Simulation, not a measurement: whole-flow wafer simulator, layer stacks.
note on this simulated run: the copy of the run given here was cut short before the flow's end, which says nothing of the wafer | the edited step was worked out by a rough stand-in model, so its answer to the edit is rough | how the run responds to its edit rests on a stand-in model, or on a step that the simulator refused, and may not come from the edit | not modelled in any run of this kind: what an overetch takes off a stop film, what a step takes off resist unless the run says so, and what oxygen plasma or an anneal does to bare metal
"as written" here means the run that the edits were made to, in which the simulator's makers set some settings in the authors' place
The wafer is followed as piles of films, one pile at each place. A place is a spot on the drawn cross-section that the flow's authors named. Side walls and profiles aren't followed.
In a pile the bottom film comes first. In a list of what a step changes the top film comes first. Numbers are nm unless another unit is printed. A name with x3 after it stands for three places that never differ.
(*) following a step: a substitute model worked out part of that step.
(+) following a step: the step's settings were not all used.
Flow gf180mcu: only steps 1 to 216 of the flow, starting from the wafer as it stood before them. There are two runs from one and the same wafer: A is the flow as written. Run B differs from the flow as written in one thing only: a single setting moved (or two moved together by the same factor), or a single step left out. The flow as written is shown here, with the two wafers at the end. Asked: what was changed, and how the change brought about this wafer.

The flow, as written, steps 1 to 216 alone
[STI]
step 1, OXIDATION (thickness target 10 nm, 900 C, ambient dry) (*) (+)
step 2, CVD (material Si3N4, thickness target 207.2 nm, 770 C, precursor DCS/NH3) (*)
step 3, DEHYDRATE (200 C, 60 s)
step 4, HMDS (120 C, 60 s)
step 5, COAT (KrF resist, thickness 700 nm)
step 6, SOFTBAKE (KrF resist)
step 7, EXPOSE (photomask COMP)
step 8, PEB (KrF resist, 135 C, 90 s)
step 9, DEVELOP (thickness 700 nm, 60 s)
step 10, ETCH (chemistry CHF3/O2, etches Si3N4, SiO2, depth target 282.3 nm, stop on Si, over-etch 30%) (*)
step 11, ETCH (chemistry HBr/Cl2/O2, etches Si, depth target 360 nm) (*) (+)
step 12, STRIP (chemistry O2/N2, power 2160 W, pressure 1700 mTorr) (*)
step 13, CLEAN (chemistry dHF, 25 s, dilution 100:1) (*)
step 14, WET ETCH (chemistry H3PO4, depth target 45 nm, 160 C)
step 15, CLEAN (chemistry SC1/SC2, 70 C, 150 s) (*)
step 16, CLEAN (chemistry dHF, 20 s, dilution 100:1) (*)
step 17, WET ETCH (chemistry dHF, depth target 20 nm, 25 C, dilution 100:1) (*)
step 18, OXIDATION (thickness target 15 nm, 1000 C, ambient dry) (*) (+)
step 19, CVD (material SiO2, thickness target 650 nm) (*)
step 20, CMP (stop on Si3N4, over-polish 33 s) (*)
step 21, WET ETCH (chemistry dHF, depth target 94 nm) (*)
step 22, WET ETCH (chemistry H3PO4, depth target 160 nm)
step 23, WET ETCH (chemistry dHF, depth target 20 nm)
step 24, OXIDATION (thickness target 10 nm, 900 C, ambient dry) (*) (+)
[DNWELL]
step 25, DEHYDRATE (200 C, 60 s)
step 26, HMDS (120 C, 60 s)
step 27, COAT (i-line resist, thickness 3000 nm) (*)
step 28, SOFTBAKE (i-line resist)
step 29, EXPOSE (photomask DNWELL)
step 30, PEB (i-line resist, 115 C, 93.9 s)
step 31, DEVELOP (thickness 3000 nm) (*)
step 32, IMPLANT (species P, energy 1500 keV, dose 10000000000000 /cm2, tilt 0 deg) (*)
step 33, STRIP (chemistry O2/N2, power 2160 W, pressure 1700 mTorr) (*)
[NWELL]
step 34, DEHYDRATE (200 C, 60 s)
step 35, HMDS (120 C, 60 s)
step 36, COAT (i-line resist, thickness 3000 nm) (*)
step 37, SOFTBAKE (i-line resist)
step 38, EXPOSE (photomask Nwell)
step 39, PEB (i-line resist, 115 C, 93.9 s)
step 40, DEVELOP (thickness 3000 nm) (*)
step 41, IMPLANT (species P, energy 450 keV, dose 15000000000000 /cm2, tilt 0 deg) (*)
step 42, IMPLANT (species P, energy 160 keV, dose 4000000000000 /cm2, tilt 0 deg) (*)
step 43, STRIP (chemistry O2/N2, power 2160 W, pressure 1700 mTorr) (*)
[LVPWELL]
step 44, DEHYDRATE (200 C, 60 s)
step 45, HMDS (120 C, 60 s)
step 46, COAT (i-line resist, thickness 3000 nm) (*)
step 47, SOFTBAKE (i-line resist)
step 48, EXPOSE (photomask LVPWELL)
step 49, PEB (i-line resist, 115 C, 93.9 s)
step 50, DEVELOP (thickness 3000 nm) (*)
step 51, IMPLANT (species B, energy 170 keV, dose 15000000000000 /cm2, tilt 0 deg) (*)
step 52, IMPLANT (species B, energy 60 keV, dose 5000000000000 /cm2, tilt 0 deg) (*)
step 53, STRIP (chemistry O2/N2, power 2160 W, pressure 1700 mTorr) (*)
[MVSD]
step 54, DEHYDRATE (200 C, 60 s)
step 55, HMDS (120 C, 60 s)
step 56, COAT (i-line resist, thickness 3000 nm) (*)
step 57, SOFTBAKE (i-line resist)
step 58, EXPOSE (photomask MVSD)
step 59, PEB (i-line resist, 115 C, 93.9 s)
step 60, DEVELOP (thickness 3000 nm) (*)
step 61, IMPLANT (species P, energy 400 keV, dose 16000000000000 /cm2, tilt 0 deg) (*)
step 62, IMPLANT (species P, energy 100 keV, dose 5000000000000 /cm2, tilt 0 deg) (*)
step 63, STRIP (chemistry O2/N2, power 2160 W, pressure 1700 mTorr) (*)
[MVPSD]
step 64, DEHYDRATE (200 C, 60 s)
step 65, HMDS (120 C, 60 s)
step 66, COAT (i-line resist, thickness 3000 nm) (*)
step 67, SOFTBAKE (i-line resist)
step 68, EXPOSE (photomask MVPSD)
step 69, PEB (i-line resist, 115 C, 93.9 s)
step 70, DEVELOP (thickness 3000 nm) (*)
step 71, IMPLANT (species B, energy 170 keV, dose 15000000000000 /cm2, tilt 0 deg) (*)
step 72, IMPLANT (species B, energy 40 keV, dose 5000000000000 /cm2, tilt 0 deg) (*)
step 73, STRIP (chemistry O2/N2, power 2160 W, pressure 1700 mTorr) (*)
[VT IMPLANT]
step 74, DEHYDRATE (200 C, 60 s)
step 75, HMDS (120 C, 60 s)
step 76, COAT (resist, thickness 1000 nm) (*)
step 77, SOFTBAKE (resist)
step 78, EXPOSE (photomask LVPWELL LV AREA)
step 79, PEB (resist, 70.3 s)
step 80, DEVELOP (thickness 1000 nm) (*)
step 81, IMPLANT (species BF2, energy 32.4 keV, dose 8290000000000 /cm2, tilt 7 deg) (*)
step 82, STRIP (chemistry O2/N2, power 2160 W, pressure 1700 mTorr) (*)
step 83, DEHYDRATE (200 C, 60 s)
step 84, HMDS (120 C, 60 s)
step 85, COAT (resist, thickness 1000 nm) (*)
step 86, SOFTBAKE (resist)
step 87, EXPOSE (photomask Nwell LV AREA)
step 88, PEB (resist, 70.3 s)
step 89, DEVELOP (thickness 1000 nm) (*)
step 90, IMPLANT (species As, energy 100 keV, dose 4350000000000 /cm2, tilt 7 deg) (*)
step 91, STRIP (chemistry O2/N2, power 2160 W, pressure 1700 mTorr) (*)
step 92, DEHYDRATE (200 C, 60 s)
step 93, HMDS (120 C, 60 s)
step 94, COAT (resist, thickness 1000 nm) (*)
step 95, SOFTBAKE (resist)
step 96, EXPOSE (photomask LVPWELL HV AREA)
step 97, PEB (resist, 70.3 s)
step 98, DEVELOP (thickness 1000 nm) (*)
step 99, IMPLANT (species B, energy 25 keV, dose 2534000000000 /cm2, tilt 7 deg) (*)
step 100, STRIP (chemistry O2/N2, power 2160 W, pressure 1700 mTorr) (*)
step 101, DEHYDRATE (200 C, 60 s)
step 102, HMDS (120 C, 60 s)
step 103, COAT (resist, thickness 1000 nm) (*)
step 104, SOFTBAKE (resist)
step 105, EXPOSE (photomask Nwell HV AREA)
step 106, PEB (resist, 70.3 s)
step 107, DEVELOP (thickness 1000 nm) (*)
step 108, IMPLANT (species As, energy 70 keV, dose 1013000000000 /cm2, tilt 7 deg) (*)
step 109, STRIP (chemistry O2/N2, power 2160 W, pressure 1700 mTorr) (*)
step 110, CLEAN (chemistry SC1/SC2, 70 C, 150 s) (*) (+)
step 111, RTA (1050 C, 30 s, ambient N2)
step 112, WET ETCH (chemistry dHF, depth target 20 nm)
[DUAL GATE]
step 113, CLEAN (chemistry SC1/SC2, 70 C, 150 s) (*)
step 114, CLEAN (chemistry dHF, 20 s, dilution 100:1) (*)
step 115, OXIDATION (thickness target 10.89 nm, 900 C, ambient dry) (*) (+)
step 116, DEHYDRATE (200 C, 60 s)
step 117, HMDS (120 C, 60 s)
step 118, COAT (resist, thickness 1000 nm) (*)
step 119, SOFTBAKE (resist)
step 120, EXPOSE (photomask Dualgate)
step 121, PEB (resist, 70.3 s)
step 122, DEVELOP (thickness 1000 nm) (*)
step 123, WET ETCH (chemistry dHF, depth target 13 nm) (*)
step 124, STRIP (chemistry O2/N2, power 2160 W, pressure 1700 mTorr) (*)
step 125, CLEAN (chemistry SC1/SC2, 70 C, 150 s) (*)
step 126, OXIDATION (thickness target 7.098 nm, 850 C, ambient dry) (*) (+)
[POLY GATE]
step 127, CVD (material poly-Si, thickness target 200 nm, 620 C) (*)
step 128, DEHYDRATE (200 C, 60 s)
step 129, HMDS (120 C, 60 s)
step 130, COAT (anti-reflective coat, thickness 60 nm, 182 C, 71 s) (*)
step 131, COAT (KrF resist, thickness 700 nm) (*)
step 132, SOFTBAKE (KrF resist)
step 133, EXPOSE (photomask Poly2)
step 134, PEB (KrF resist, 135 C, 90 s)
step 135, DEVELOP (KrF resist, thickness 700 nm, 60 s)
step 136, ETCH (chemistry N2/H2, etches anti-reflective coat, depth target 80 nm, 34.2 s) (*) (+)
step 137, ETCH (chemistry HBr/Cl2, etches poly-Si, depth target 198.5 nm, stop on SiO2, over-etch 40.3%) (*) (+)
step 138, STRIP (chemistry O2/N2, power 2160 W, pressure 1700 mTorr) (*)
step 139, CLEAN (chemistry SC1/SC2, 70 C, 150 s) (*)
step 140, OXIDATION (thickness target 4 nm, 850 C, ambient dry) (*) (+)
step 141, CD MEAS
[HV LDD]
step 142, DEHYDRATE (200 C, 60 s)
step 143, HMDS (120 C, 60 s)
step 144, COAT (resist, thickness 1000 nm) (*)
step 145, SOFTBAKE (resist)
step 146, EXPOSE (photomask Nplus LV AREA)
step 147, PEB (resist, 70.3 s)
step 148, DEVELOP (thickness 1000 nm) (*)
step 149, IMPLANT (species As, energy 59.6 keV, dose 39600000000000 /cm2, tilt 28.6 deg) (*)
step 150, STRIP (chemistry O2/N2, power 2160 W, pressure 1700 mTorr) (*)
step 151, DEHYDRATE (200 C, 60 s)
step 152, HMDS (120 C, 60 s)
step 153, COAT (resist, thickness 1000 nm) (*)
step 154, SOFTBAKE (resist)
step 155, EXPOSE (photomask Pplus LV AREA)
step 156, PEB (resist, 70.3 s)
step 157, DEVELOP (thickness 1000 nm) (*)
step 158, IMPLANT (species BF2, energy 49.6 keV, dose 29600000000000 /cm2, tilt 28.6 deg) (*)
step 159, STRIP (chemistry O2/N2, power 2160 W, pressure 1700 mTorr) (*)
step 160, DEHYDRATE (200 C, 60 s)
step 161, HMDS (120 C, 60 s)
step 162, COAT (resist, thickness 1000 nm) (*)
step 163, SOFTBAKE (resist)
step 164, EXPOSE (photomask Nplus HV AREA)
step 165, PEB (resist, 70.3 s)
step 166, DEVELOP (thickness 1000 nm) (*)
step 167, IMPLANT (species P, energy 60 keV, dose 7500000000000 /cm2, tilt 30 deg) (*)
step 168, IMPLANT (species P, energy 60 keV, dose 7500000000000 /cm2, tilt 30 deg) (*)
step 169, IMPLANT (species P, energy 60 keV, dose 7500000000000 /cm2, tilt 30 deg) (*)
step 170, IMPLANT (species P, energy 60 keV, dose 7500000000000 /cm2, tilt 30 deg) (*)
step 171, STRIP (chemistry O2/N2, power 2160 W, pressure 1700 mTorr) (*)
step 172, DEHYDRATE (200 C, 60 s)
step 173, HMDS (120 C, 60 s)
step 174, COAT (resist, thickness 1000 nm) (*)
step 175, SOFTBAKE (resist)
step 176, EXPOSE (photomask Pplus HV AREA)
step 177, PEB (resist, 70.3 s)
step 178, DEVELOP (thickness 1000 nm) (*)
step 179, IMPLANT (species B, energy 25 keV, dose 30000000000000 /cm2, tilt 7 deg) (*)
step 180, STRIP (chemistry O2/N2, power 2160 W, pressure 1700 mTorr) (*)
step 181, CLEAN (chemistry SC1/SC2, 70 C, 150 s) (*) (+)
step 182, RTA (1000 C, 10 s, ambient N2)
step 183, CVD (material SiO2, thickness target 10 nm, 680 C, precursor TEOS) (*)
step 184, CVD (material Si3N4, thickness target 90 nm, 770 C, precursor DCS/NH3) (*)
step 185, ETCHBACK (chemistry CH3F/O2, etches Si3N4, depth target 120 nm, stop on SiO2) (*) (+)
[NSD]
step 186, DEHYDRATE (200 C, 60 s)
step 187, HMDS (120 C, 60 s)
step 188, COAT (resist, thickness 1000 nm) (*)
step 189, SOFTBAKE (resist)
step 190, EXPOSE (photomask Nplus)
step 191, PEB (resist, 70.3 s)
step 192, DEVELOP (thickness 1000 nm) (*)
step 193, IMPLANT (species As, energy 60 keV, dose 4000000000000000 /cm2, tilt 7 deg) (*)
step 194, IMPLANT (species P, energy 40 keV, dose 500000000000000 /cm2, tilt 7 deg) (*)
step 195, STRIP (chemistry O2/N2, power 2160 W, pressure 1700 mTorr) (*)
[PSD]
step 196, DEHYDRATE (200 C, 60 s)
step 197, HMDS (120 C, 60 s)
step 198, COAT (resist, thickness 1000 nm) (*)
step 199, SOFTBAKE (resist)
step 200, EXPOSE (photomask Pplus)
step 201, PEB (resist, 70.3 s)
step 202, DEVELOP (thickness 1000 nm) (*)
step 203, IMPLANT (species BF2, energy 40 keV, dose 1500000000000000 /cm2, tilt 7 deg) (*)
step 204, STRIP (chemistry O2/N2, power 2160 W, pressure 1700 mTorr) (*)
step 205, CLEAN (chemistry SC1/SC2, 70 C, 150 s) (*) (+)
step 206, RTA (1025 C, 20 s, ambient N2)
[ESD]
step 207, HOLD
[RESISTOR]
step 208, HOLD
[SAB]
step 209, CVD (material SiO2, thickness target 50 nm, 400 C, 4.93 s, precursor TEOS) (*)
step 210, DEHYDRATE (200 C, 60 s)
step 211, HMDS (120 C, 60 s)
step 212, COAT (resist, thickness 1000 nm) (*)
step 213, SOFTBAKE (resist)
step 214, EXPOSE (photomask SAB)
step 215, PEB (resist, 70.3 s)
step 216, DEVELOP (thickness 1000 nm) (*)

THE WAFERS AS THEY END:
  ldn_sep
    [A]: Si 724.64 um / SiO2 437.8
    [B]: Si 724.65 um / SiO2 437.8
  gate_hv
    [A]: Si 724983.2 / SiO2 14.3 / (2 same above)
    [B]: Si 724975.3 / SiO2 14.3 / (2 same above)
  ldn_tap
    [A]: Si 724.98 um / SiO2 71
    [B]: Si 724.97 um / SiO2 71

The reason: step 1, OXIDATION: 1012 C was run, while the flow as written has 900 C.

Step by step, how the change led to this:
  step 1, OXIDATION (thickness target 10 nm, 900 C, ambient dry) (*) (+)
      field, field_sub, active and 77 more: A SiO2 gains 10 (new film), Si loses 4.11 | B SiO2 gains 31.4 (new film), Si loses 13.5
  step 10, ETCH (chemistry CHF3/O2, etches Si3N4, SiO2, depth target 282.3 nm, stop on Si, over-etch 30%) (*)
      field, field_sub, sti and 34 more: A Si3N4 loses 207.2 (all of it), SiO2 loses 10 (all of it), Si loses 13 | B Si3N4 loses 207.2 (all of it), SiO2 loses 31.4 (all of it), Si loses 8.75
  step 11, ETCH (chemistry HBr/Cl2/O2, etches Si, depth target 360 nm) (*) (+)
      active, n_well, p_well and 40 more: A KrF resist loses 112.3 | B KrF resist loses 106.6
      field, field_sub, sti and 34 more: A Si loses 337 | B Si loses 319.8
  step 23, WET ETCH (chemistry dHF, depth target 20 nm)
      active, n_well, p_well and 40 more: A SiO2 loses 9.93 (all of it) | B SiO2 loses 20
  step 24, OXIDATION (thickness target 10 nm, 900 C, ambient dry) (*) (+)
      active, n_well, p_well and 40 more: A SiO2 gains 10 (new film), Si loses 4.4 | B SiO2 gains 6.61, Si loses 2.91
  step 28, SOFTBAKE (i-line resist)
      ldn_fp, ldn_drn: A i-line resist gains 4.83 | B i-line resist gains 6.26
      field: A i-line resist gains 2.45 | B i-line resist gains 3.32
      (and at 37 other places as well)
  step 37, SOFTBAKE (i-line resist)
      ldn_fp, ldn_drn: A i-line resist gains 4.83 | B i-line resist gains 6.26
      field: A i-line resist gains 2.45 | B i-line resist gains 3.32
      (and at 37 other places as well)
  step 47, SOFTBAKE (i-line resist)
      ldn_fp, ldn_drn: A i-line resist gains 4.83 | B i-line resist gains 6.26
      field: A i-line resist gains 2.45 | B i-line resist gains 3.32
      (and at 37 other places as well)
  step 57, SOFTBAKE (i-line resist)
      ldn_fp, ldn_drn: A i-line resist gains 4.83 | B i-line resist gains 6.26
      field: A i-line resist gains 2.45 | B i-line resist gains 3.32
      (and at 37 other places as well)
  step 67, SOFTBAKE (i-line resist)
      ldn_fp, ldn_drn: A i-line resist gains 4.83 | B i-line resist gains 6.26
      field: A i-line resist gains 2.45 | B i-line resist gains 3.32
      (and at 37 other places as well)
  step 77, SOFTBAKE (resist)
      gate_p_hv: A resist gains 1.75 | B resist gains 2.38
      iso_ptap_sub: A resist gains 1.9 | B resist gains 2.46
  step 86, SOFTBAKE (resist)
      gate_p_hv: A resist gains 1.75 | B resist gains 2.38
      iso_ptap_sub: A resist gains 1.9 | B resist gains 2.46
  step 95, SOFTBAKE (resist)
      gate_p_hv: A resist gains 1.75 | B resist gains 2.38
      iso_ptap_sub: A resist gains 1.9 | B resist gains 2.46
  step 104, SOFTBAKE (resist)
      gate_p_hv: A resist gains 1.75 | B resist gains 2.38
      iso_ptap_sub: A resist gains 1.9 | B resist gains 2.46
  step 112, WET ETCH (chemistry dHF, depth target 20 nm)
      active, n_well, p_well and 40 more: A SiO2 loses 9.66 (all of it) | B SiO2 loses 17.6 (all of it)
  step 119, SOFTBAKE (resist)
      ldn_src, ldp_gr: A resist gains 0.57 | B resist gains 1.07
      ldn_drn, ldp_drn: A resist loses 0.62 | B resist loses 1.17
      (and at 21 other places as well)
  ... 16 further steps ...
  step 213, SOFTBAKE (resist)
      field__w6: A resist gains 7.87 | B resist gains 7.14
      field__w8: A resist loses 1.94 | B resist loses 1.22
      (and at 23 other places as well)
